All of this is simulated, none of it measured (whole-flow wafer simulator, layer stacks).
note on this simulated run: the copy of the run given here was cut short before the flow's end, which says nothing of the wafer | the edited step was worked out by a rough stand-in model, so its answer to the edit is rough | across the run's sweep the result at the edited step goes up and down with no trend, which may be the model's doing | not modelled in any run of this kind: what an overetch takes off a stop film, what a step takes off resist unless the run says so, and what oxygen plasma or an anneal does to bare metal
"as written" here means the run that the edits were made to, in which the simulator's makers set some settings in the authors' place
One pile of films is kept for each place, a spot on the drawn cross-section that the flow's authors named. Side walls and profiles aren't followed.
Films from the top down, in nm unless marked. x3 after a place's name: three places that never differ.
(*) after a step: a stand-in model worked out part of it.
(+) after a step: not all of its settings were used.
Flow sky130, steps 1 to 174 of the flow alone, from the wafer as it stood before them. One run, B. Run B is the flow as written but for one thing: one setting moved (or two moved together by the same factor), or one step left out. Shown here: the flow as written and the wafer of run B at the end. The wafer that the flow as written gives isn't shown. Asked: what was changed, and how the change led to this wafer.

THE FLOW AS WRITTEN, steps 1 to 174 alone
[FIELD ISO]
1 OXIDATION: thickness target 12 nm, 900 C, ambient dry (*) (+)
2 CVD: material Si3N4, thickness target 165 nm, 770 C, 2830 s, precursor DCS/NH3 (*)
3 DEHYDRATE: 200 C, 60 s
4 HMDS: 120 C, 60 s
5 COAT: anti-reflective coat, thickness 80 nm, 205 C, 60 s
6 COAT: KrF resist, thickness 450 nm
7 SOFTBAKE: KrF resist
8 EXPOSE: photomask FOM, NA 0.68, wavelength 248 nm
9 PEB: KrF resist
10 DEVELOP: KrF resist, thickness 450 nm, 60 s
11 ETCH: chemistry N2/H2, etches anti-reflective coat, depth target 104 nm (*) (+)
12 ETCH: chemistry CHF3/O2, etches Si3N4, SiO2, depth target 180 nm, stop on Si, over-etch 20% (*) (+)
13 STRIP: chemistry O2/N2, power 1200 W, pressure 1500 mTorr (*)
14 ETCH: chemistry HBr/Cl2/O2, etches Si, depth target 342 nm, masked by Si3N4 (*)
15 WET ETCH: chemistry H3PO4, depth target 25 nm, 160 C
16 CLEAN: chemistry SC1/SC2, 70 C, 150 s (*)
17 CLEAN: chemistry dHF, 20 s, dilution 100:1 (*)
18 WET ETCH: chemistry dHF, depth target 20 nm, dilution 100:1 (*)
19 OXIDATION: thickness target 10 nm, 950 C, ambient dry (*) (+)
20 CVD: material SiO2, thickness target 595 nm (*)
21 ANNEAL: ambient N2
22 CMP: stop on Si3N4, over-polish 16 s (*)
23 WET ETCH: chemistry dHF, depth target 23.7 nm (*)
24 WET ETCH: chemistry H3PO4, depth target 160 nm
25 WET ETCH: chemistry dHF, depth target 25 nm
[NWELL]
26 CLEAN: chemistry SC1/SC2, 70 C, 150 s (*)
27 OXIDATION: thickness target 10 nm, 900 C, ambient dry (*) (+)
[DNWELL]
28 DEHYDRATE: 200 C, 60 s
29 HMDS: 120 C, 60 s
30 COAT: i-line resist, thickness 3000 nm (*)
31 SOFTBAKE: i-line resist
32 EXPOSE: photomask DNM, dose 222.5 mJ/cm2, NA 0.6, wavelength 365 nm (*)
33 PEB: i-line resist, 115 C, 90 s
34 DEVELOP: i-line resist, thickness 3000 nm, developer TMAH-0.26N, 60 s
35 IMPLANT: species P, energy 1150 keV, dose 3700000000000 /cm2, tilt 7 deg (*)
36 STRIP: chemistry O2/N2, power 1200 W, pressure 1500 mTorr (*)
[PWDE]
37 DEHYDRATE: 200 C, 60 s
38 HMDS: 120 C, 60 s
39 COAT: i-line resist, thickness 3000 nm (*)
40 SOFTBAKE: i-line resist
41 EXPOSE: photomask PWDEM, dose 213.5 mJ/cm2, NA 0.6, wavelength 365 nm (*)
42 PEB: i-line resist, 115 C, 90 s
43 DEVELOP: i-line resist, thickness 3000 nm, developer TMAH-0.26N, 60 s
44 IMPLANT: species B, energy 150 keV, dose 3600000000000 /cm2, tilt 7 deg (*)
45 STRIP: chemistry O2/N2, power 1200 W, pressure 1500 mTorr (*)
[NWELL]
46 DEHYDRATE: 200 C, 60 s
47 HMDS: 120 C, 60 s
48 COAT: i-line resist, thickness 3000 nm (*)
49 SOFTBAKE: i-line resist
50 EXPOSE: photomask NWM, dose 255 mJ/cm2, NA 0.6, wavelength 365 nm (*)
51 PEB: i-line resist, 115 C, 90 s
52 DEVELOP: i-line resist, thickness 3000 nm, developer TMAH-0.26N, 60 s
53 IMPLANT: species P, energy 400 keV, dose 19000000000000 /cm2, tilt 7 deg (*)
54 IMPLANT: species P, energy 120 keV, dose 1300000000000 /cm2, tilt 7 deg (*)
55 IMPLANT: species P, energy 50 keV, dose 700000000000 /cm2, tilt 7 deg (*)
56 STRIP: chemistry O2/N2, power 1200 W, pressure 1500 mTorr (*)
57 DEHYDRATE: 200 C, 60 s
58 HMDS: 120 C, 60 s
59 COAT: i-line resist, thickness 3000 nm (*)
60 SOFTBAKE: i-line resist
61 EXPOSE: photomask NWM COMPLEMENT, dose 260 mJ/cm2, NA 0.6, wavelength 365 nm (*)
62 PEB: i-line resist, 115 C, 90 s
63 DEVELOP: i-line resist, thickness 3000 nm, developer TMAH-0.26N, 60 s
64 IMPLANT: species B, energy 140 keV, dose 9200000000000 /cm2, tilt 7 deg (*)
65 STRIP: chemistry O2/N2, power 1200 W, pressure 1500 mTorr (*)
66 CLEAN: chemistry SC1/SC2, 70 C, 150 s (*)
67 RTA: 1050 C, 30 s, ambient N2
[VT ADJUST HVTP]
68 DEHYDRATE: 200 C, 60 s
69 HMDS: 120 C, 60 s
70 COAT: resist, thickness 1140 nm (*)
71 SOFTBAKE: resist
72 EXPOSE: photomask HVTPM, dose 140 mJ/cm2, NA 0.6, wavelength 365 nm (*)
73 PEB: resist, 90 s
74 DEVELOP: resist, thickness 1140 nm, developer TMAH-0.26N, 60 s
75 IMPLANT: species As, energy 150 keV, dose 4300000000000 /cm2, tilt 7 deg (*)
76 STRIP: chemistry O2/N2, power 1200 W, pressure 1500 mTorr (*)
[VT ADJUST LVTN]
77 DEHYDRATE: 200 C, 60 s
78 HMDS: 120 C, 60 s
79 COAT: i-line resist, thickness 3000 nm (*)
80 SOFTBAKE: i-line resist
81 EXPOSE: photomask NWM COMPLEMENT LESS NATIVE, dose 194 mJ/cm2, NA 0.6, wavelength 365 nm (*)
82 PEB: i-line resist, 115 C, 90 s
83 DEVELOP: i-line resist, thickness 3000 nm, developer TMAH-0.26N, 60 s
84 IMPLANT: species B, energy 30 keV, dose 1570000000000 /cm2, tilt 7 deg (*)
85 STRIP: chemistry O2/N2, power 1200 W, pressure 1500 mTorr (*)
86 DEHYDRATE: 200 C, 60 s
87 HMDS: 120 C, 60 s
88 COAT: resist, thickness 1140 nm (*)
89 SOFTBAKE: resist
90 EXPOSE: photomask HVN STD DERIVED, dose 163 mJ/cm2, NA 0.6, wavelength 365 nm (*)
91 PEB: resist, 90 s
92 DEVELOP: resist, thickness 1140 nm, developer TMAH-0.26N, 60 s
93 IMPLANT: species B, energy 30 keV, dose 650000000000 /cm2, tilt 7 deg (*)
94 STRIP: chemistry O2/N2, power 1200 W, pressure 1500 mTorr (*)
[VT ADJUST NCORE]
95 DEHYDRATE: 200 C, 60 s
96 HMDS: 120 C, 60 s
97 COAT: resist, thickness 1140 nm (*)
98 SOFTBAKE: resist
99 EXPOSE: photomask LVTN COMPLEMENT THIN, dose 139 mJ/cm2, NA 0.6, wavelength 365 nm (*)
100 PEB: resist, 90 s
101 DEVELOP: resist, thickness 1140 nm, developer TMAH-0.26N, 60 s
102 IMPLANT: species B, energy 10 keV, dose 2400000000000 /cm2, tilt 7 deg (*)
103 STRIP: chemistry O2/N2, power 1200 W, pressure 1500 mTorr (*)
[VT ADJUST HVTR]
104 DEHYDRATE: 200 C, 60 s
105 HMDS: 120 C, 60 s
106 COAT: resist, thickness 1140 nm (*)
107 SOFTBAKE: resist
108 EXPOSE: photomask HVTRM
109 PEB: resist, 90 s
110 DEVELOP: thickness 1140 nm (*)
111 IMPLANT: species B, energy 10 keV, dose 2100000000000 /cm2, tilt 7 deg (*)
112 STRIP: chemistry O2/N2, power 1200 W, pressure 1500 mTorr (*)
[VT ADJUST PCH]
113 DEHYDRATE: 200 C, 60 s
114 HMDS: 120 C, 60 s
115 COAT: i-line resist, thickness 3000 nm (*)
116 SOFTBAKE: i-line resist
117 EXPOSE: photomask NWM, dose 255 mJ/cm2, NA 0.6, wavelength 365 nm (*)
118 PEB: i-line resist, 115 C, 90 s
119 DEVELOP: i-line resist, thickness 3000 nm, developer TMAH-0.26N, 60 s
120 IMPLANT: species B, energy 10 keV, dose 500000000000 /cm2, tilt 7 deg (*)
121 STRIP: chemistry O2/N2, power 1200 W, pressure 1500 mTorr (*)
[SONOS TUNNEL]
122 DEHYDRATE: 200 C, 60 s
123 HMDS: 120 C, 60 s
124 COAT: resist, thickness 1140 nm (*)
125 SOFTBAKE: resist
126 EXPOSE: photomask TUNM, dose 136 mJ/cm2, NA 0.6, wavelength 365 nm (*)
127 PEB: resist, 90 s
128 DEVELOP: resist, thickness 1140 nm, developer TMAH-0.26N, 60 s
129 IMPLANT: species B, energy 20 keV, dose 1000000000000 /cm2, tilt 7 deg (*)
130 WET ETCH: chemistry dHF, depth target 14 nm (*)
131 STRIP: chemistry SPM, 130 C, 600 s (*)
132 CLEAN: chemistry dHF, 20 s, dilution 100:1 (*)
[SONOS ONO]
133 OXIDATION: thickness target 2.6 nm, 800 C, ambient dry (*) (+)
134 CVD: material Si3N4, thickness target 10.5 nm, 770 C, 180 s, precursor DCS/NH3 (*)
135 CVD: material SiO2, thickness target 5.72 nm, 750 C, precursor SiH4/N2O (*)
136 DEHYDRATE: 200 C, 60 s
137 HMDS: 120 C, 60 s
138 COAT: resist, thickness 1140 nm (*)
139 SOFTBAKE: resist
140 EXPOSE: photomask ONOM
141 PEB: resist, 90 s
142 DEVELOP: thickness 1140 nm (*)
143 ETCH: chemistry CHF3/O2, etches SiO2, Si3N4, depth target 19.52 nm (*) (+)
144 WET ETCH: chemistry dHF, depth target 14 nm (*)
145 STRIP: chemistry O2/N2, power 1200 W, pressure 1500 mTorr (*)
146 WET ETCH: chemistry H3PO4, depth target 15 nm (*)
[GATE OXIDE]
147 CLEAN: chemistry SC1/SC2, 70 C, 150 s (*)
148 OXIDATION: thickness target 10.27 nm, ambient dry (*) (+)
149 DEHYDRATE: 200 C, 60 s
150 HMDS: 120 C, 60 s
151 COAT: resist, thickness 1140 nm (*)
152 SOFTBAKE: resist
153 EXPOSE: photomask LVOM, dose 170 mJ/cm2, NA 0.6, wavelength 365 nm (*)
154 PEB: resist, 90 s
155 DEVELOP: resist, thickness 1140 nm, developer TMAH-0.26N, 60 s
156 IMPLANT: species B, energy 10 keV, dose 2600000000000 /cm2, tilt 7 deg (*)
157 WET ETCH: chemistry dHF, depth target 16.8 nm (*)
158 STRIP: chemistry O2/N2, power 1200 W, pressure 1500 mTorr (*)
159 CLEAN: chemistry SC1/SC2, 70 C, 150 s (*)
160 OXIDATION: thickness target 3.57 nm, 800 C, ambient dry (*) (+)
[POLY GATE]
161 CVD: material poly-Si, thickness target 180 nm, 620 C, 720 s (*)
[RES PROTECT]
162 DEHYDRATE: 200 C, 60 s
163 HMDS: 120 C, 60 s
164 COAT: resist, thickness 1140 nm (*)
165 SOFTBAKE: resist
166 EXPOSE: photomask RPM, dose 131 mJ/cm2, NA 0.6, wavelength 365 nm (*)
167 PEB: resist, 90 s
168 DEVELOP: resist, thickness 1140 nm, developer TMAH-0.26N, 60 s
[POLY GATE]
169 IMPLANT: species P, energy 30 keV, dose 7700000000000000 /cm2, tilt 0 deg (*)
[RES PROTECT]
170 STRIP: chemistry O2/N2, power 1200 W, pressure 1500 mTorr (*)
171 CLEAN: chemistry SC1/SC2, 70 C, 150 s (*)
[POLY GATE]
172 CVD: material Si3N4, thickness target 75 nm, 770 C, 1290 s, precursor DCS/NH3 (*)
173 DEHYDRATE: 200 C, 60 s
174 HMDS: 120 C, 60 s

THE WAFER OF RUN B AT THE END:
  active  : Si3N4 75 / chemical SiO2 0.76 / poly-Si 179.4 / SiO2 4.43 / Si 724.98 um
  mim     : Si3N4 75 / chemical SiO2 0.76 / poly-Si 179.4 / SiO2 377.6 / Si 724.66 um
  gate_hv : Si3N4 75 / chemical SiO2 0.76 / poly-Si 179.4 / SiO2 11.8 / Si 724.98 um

The cause: step 160, OXIDATION: thickness target 4.43 nm was run, where the flow has thickness target 3.57 nm.
It can be read off the wafer: active has SiO2 4.43, and step 160 as written asks for 3.57 nm.

How the change led to this, step by step:
  160 OXIDATION: thickness target 3.57 nm, 800 C, ambient dry (*) (+)
      active, n_well, p_well x4 and 55 more: SiO2 +4.43 (new film), chemical SiO2 -0.76 (all of it), Si -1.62 (as written it would be: SiO2 +3.57 (new film), chemical SiO2 -0.76 (all of it), Si -1.24)
      gate_hv, m1, pad and 37 more: SiO2 +1.88, Si -0.83 (as written it would be: SiO2 +1.07, Si -0.47)
